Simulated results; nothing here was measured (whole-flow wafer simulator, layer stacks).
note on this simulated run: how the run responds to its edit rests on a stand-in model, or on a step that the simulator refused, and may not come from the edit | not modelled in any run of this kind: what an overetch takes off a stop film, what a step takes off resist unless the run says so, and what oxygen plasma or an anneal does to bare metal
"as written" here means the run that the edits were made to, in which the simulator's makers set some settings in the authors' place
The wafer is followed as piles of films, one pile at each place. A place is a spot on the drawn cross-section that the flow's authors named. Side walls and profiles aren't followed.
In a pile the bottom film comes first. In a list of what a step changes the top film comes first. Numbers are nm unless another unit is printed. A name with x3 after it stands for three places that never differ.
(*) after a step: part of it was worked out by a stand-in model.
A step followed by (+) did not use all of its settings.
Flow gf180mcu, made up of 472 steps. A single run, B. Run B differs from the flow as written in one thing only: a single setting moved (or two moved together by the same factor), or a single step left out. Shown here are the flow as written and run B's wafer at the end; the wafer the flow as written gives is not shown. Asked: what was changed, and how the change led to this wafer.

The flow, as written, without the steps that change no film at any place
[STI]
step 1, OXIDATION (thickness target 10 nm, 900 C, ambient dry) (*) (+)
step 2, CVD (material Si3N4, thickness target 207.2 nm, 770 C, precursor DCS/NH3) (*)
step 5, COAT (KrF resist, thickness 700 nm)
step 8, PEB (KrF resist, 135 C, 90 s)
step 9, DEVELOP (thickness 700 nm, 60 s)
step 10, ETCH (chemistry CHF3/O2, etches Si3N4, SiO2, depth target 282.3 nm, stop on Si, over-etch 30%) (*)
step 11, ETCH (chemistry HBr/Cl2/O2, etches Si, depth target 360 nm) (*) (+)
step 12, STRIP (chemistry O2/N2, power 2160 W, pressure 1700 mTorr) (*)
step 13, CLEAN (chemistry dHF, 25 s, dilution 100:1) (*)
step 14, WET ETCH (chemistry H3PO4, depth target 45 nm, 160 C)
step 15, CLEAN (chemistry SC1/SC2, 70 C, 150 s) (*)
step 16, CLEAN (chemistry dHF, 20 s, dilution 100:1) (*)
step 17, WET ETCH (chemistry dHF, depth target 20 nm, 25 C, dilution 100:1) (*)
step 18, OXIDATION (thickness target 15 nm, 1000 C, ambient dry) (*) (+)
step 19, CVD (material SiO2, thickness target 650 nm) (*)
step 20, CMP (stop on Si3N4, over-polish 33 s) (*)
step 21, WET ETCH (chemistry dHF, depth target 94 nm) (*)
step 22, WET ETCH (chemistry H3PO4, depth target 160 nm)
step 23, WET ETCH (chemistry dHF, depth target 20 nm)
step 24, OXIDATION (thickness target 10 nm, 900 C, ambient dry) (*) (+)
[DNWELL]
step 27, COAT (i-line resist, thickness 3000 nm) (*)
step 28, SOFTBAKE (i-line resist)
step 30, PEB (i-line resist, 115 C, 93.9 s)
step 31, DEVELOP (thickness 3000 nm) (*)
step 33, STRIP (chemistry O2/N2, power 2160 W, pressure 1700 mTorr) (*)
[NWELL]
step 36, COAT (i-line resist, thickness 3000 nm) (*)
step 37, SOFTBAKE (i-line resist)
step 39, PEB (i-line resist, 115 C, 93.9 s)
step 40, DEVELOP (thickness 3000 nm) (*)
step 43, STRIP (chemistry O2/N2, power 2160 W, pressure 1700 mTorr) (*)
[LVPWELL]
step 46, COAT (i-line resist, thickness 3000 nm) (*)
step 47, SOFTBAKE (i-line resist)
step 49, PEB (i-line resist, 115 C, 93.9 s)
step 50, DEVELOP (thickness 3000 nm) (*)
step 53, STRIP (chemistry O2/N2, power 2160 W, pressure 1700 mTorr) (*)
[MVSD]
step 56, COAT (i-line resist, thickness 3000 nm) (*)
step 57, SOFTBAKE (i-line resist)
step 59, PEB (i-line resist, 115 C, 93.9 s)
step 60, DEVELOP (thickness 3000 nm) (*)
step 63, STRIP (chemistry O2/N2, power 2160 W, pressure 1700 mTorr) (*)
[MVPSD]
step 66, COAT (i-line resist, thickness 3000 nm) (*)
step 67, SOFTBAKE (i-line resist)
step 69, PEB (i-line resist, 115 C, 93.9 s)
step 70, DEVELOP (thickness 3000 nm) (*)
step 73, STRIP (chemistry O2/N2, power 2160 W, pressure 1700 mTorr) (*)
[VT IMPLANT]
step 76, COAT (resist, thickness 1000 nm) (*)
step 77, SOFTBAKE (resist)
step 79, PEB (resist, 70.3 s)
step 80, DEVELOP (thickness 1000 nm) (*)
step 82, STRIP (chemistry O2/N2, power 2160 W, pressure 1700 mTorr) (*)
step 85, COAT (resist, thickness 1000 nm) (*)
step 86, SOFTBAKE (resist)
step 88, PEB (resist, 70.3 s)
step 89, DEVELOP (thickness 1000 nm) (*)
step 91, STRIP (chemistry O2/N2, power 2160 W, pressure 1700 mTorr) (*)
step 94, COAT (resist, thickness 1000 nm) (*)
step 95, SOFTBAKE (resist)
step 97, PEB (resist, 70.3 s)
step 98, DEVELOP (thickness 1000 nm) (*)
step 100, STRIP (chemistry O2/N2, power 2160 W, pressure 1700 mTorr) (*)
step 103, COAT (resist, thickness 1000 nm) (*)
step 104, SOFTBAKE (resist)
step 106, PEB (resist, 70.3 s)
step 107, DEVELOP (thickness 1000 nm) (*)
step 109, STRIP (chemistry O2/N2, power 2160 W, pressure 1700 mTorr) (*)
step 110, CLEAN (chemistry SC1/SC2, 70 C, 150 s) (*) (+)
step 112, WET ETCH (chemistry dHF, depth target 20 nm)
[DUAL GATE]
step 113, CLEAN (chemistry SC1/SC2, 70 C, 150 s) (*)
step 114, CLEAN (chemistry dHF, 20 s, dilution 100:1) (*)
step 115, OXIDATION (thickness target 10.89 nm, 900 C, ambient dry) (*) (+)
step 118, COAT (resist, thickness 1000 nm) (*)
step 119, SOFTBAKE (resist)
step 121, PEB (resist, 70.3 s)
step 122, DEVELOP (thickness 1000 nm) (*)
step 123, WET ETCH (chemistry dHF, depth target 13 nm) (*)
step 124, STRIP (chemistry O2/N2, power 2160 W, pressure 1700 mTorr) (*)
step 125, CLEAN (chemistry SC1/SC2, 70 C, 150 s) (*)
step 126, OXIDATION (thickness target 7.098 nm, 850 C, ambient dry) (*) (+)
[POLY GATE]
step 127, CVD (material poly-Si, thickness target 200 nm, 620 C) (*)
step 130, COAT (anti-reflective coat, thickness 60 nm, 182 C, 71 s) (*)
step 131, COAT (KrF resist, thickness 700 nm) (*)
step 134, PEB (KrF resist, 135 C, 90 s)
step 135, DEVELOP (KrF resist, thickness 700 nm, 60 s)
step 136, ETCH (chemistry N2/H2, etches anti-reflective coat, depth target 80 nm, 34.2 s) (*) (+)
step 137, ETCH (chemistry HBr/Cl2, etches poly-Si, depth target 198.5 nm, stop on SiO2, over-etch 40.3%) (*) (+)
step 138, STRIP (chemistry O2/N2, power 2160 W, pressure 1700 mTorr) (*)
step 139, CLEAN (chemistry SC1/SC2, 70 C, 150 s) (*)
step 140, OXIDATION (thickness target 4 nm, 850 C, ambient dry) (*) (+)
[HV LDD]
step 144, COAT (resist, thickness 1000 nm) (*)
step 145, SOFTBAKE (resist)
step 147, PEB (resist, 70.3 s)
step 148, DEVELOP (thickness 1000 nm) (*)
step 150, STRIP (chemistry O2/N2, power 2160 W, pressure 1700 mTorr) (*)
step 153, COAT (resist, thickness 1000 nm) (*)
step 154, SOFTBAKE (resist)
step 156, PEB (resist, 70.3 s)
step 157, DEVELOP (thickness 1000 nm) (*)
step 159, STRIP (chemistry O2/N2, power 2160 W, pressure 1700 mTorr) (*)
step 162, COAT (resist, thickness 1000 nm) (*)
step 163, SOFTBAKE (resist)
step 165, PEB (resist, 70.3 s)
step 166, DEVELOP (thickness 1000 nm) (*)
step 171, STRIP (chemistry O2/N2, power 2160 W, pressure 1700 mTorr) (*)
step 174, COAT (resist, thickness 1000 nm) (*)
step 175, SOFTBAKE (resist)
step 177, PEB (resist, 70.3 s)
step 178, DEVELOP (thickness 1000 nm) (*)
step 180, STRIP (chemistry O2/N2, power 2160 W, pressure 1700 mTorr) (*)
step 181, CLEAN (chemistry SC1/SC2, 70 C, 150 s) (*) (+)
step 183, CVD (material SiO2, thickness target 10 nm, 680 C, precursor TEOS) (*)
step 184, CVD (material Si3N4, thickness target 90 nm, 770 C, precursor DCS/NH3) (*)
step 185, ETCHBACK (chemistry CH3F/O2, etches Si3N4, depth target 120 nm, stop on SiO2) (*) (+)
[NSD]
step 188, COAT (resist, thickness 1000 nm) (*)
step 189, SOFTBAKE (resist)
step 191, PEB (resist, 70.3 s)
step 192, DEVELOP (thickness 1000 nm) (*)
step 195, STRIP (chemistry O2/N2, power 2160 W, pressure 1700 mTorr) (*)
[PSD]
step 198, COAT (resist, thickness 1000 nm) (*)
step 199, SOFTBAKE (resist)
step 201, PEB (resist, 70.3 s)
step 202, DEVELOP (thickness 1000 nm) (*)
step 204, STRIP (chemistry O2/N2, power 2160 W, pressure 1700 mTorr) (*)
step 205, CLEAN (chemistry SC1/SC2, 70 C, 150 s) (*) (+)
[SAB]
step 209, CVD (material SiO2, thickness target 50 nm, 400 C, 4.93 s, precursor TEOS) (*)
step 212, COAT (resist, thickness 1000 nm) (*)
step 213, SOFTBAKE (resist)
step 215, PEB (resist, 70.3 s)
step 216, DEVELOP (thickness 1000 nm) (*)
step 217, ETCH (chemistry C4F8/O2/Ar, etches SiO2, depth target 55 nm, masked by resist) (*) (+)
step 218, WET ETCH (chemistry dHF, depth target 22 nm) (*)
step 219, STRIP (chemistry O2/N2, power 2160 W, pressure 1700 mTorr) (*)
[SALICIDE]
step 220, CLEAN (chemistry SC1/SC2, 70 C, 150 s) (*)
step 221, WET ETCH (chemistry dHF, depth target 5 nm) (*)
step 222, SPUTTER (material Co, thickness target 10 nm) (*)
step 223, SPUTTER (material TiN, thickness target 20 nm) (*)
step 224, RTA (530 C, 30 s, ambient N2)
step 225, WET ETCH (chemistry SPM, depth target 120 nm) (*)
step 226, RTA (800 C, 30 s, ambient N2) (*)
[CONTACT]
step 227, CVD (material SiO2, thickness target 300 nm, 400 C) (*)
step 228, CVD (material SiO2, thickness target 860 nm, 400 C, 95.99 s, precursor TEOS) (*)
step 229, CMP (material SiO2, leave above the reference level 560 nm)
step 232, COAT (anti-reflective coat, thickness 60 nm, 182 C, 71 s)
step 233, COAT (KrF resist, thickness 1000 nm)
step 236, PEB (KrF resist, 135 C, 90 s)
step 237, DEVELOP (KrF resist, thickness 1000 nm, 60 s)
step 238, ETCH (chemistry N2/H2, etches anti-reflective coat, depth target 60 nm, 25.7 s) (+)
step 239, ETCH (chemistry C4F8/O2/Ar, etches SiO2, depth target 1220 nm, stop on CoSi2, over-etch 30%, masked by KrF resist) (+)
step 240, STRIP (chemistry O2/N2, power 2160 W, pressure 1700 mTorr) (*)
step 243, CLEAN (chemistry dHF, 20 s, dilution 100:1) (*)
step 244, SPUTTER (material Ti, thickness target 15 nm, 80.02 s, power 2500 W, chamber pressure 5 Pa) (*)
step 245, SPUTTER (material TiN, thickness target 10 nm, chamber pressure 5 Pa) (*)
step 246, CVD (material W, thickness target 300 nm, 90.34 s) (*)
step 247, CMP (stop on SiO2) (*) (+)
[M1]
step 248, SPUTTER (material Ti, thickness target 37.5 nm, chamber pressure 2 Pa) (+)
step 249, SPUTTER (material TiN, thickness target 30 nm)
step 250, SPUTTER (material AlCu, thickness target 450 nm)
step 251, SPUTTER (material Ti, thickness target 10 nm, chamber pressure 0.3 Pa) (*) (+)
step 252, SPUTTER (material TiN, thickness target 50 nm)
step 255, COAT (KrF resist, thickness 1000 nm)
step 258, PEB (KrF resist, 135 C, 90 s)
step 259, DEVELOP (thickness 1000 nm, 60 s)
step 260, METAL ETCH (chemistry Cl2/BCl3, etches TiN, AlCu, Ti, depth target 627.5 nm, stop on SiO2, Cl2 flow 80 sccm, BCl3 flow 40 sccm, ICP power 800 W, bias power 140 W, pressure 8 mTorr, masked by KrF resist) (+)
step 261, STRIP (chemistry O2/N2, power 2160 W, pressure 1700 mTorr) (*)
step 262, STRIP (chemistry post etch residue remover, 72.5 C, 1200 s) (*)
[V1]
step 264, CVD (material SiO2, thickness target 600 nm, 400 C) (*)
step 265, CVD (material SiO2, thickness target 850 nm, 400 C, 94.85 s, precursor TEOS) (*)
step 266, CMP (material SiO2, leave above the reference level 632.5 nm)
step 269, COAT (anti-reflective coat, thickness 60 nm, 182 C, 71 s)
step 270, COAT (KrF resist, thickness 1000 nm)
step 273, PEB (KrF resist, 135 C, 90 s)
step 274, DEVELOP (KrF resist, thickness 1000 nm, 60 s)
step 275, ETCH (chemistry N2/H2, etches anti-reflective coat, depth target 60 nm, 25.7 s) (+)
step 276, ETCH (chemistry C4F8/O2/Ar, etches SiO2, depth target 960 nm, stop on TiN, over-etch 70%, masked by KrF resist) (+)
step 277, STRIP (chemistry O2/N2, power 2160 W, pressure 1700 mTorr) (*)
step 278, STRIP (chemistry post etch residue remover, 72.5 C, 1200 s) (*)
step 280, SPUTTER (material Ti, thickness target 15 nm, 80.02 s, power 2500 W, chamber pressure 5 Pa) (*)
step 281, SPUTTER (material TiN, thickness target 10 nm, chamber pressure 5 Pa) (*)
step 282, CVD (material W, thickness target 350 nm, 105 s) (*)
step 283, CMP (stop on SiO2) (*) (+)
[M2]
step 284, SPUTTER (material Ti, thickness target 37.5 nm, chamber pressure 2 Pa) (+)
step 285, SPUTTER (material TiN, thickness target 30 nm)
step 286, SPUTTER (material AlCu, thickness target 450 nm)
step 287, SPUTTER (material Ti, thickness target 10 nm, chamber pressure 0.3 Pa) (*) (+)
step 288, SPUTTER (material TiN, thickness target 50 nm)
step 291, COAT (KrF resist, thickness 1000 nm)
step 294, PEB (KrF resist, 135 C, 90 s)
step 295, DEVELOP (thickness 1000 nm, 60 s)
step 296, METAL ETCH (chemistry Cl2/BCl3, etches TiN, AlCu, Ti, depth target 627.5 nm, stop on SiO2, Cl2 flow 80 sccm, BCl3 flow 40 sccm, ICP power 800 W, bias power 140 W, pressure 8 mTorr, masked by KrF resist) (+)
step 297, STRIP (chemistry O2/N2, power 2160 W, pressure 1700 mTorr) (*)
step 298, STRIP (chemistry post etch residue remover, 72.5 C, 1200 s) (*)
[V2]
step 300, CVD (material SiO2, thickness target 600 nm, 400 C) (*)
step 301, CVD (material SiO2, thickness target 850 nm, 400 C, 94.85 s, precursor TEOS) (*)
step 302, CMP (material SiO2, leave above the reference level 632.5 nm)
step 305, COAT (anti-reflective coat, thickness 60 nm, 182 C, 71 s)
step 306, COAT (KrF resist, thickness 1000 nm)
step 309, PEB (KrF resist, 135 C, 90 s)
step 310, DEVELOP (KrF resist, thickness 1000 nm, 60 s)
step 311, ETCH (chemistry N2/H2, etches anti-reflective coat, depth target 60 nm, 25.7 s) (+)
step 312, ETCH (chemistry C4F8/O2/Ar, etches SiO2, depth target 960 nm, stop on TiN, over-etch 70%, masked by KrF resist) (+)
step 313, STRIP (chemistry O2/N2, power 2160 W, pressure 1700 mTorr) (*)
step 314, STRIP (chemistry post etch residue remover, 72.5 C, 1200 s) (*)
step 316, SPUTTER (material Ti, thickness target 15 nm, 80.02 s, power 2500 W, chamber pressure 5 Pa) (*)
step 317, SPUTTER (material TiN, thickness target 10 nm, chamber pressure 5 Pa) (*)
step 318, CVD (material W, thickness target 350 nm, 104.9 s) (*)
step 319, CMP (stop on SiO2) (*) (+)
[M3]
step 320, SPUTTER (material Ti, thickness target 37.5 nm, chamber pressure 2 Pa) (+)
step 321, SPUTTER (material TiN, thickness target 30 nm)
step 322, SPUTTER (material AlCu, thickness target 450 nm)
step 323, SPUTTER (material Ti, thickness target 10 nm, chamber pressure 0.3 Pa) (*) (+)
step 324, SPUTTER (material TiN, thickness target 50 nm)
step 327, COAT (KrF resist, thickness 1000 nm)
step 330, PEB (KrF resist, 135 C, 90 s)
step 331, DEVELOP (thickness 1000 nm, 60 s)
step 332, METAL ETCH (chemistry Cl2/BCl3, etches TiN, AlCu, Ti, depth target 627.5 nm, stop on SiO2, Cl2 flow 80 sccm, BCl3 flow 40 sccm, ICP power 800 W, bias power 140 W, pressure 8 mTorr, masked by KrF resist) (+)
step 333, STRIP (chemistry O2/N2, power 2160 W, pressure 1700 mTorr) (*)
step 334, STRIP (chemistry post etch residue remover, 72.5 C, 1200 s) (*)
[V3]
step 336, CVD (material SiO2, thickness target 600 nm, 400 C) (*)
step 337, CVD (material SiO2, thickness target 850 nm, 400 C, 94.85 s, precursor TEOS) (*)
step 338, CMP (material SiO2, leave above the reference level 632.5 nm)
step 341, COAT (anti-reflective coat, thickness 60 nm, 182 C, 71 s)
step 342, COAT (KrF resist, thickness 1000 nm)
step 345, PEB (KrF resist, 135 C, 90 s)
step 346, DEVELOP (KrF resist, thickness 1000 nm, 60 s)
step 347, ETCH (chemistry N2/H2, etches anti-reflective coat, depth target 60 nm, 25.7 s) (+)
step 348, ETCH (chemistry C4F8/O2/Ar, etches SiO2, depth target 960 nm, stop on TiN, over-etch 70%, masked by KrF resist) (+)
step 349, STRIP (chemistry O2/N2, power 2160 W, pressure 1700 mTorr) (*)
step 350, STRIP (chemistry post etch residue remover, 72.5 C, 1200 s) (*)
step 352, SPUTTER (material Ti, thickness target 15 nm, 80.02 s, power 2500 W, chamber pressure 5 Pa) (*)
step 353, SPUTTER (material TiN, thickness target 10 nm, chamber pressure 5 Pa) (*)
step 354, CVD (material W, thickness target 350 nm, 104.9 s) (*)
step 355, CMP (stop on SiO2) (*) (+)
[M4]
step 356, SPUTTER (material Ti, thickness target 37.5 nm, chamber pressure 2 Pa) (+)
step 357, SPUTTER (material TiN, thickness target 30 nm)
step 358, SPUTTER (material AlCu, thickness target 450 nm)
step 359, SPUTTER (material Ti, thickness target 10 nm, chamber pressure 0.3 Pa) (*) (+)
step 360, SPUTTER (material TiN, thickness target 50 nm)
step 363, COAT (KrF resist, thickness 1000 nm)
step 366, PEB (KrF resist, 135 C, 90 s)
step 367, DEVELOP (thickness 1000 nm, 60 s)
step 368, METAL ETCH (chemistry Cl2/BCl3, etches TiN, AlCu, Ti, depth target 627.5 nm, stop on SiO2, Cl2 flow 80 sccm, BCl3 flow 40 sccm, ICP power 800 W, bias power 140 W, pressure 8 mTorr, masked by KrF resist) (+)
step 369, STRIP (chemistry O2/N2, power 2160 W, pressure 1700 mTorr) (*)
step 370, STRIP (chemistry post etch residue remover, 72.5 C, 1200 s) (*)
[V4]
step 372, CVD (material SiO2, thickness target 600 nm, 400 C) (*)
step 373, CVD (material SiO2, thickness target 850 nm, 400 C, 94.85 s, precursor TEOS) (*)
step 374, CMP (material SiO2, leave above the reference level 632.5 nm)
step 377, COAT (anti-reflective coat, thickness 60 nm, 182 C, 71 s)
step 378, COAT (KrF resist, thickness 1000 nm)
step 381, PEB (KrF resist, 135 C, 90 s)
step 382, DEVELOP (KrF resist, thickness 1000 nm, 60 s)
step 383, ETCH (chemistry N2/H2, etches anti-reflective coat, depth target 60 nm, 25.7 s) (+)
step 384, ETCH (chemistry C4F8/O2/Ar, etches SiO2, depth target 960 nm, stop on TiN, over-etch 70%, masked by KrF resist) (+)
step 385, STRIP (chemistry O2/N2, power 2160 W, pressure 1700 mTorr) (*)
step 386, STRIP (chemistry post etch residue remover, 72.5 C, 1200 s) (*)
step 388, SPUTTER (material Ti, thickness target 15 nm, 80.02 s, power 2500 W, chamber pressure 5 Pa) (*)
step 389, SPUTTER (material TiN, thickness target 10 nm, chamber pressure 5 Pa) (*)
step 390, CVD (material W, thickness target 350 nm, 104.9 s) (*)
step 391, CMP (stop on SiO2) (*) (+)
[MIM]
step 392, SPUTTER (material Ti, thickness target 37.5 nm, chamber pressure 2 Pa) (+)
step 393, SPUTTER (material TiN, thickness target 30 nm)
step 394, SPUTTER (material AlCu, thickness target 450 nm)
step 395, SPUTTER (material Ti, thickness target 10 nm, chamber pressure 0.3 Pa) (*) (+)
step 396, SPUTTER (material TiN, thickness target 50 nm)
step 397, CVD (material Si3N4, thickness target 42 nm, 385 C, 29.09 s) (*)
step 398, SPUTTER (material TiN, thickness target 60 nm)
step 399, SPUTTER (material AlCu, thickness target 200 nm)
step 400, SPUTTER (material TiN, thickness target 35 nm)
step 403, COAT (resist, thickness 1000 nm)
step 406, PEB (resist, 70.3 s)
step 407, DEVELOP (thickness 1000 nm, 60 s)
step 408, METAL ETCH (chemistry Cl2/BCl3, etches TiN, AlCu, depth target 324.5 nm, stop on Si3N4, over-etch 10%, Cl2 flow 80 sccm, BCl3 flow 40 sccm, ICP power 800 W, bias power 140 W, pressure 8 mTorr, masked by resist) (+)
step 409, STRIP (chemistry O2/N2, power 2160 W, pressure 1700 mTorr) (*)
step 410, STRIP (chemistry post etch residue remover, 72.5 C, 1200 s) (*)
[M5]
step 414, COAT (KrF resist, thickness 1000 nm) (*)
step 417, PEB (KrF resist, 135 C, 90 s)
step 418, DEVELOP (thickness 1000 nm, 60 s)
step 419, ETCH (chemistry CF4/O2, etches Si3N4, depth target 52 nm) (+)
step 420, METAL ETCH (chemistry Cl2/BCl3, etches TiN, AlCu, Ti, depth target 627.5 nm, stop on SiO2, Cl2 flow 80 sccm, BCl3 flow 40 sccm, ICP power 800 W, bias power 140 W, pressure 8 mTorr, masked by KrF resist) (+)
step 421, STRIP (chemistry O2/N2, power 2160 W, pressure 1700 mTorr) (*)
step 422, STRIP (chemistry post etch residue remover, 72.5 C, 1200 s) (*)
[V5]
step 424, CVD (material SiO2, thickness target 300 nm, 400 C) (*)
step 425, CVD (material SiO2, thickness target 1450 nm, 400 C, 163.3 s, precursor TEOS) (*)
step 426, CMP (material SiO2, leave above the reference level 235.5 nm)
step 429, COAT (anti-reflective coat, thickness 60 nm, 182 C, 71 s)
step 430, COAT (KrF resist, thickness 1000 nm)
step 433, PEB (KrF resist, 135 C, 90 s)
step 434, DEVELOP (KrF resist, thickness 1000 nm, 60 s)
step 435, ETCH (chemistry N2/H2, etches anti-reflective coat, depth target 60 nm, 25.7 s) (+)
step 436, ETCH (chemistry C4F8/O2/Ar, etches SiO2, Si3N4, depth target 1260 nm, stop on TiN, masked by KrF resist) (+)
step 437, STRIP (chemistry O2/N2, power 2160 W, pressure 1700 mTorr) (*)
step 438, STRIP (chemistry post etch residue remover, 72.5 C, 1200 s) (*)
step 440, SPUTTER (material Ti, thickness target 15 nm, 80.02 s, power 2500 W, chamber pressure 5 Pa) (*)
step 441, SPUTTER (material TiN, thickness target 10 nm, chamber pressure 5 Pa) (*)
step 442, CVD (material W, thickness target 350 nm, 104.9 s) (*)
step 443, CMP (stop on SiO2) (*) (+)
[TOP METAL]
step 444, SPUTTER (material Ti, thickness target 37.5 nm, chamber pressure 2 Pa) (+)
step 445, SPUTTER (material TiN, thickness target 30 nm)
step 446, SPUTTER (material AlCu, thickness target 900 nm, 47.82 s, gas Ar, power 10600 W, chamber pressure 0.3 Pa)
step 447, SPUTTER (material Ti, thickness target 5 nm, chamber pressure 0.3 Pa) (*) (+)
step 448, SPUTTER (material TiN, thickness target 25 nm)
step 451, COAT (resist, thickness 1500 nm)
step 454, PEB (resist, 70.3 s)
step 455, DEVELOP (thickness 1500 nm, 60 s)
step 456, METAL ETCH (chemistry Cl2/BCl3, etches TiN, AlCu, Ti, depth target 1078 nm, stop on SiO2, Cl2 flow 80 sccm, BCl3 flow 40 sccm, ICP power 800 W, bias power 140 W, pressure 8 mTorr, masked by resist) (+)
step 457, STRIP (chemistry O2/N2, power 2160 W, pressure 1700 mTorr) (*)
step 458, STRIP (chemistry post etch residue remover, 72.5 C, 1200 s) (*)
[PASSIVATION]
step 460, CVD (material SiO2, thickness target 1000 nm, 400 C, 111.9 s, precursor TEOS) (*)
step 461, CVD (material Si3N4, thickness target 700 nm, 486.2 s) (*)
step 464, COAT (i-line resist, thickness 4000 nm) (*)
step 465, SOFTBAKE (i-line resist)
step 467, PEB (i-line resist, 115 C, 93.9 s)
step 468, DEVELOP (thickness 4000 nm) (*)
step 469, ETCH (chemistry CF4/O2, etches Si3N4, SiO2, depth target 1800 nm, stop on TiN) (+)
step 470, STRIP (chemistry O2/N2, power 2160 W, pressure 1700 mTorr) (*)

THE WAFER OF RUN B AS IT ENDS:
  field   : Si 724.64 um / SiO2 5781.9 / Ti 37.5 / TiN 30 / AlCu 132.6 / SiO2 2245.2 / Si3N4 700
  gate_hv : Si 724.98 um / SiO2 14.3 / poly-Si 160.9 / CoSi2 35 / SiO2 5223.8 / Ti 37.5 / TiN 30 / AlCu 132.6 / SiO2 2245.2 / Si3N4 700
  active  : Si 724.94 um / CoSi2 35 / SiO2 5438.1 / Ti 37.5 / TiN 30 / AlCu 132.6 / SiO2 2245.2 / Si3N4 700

What caused this: step 420, METAL ETCH: depth target 370.2 nm was run, while the flow as written has depth target 627.5 nm.

Step by step, how the change led to this:
  step 420, METAL ETCH (chemistry Cl2/BCl3, etches TiN, AlCu, Ti, depth target 627.5 nm, stop on SiO2, Cl2 flow 80 sccm, BCl3 flow 40 sccm, ICP power 800 W, bias power 140 W, pressure 8 mTorr, masked by KrF resist) (+)
      field, field__w1, field__w2 and 101 more: TiN loses 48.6 (all of it), Ti loses 10 (all of it), AlCu loses 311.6 (as written it would have been: TiN loses 48.6 (all of it), Ti loses 10 (all of it), AlCu loses 450 (all of it), TiN loses 30 (all of it), Ti loses 37.5 (all of it))
      field__w4, field__w8, contact, m1, m1__w1, mim, mim_1p0, m1_nw: KrF resist loses 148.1 (as written it would have been: KrF resist loses 251)
  step 421, STRIP (chemistry O2/N2, power 2160 W, pressure 1700 mTorr) (*)
      field__w8, m1__w1: KrF resist loses 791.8 (all of it) (as written it would have been: KrF resist loses 688.9 (all of it))
      contact, m1: KrF resist loses 792.2 (all of it) (as written it would have been: KrF resist loses 689.3 (all of it))
      (also at 4 further places)
  step 422, STRIP (chemistry post etch residue remover, 72.5 C, 1200 s) (*)
      field, field__w1, field__w2 and 101 more: AlCu loses 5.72 (as written it would have been: nothing)
  step 424, CVD (material SiO2, thickness target 300 nm, 400 C) (*)
      field, field__w1, field__w2 and 101 more: SiO2 gains 300 (new film) (as written it would have been: SiO2 gains 300)
  step 426, CMP (material SiO2, leave above the reference level 235.5 nm)
      field, field__w1, field__w5 and 92 more: SiO2 loses 501 (as written it would have been: SiO2 loses 300.8)
      field__w2, field__w3, field__w12 and 6 more: SiO2 loses 481.9 (as written it would have been: SiO2 loses 272.7)
If metal films that touch count as one body, field has 1 body; the flow as written gives 0 bodies.
If metal films that touch count as one body, gate_hv has 2 bodies (between them, from the top down: SiO2 5223.8); the flow as written gives 1 body.
If metal films that touch count as one body, active has 2 bodies (between them, from the top down: SiO2 5438.1); the flow as written gives 1 body.
